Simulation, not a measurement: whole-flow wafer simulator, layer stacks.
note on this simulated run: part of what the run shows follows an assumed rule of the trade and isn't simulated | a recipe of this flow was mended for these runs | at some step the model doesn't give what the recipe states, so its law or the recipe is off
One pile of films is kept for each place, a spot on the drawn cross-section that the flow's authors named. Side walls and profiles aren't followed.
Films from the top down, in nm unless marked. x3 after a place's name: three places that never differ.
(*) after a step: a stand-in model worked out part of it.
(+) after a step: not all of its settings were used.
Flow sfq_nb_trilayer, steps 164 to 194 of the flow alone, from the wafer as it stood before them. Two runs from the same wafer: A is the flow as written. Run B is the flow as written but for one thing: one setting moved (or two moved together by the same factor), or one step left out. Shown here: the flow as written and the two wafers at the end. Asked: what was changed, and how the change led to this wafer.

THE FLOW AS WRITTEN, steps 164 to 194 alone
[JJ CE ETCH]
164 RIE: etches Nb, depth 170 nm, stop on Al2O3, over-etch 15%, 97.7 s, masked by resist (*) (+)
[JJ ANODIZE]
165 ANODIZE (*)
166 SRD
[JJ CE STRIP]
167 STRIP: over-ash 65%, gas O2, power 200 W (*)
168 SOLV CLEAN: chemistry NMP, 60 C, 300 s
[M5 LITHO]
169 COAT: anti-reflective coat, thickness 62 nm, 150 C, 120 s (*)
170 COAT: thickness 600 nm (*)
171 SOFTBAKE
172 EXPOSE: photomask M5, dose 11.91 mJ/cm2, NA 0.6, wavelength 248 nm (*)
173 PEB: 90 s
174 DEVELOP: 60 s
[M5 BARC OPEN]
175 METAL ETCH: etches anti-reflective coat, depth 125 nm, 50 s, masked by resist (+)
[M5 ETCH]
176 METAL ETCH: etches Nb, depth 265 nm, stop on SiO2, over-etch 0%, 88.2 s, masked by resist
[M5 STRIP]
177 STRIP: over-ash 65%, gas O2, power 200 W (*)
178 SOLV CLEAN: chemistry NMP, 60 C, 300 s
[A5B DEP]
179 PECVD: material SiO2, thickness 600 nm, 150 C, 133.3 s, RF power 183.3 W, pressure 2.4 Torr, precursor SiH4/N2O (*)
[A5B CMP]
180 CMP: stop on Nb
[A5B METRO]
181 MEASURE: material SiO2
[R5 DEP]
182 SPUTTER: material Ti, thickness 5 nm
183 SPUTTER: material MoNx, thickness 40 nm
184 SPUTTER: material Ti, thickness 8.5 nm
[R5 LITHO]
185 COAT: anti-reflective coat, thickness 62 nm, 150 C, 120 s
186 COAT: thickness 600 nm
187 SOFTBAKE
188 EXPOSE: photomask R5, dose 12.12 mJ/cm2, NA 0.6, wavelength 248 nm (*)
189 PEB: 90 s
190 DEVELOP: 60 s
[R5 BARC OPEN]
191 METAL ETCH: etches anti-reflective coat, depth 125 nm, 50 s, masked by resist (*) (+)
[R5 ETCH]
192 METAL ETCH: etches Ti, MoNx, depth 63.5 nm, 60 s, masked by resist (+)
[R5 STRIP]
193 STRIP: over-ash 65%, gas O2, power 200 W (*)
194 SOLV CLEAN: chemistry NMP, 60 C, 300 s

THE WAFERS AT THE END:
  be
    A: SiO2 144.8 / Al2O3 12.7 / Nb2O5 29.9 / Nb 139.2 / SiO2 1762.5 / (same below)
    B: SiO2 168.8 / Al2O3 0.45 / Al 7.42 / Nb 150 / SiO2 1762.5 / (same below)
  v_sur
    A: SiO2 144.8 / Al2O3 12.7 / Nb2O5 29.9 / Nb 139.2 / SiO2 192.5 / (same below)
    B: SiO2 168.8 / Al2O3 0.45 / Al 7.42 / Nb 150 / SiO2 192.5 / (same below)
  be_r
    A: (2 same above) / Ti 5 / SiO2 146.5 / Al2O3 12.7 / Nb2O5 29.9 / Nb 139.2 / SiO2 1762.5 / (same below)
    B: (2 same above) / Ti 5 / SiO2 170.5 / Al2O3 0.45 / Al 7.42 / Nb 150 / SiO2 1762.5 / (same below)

The cause: step 165, ANODIZE (*), was left out.

How the change led to this, step by step:
  169 COAT: anti-reflective coat, thickness 62 nm, 150 C, 120 s (*)
      via_wl, via_wr: A anti-reflective coat +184 (new film) | B anti-reflective coat +190.2 (new film)
      wl_j_sl, wl_j_sr: A anti-reflective coat +110.7 (new film) | B anti-reflective coat +119.3 (new film)
      (and at 13 more places)
  170 COAT: thickness 600 nm (*)
      ce_l: A KrF-resist-other-grade +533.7 (new film) | B KrF-resist-other-grade +519.4 (new film)
      c5j: A KrF-resist-other-grade +511 (new film) | B KrF-resist-other-grade +496.8 (new film)
      (and at 2 more places)
  175 METAL ETCH: etches anti-reflective coat, depth 125 nm, 50 s, masked by resist (+)
      r_sur: A anti-reflective coat -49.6 (all of it), Al2O3 -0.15 | B anti-reflective coat -48.3 (all of it), Al2O3 -0.45 (all of it)
      wl_a_sl: A anti-reflective coat -54.5 (all of it), Al2O3 -0.14 | B anti-reflective coat -50.5 (all of it), Al2O3 -0.45 (all of it)
      (and at 1 more place)
  176 METAL ETCH: etches Nb, depth 265 nm, stop on SiO2, over-etch 0%, 88.2 s, masked by resist
      field_l, res, moat and 45 more: A Al2O3 -12.6 (all of it), Nb2O5 -29.9 (all of it), Nb -139.2 (all of it), SiO2 -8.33 | B Al2O3 -0.32 (all of it), Al -7.42 (all of it), Nb -150 (all of it)
      r_sur, wl_a_sl, wl_a_m6: A Al2O3 -12.5 (all of it), Nb2O5 -29.9 (all of it), Nb -139.2 (all of it), SiO2 -8.33 | B Al -7.42 (all of it), Nb -150 (all of it)
      (and at 2 more places)
  177 STRIP: over-ash 65%, gas O2, power 200 W (*)
      via_wl: A KrF-resist-other-grade -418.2 (all of it), anti-reflective coat -184 (all of it) | B KrF-resist-other-grade -416.6 (all of it), anti-reflective coat -190.2 (all of it)
      via_w: A KrF-resist-other-grade -509.5 (all of it), anti-reflective coat -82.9 (all of it) | B KrF-resist-other-grade -509.9 (all of it), anti-reflective coat -84.6 (all of it)
      (and at 12 more places)
  180 CMP: stop on Nb
      field_l, lsp_m, ln_m6 and 44 more: A SiO2 -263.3 | B SiO2 -271.6
      v_sur, via_sp, via_v and 43 more: A SiO2 -453.5 | B SiO2 -429.5
      (and at 9 more places)
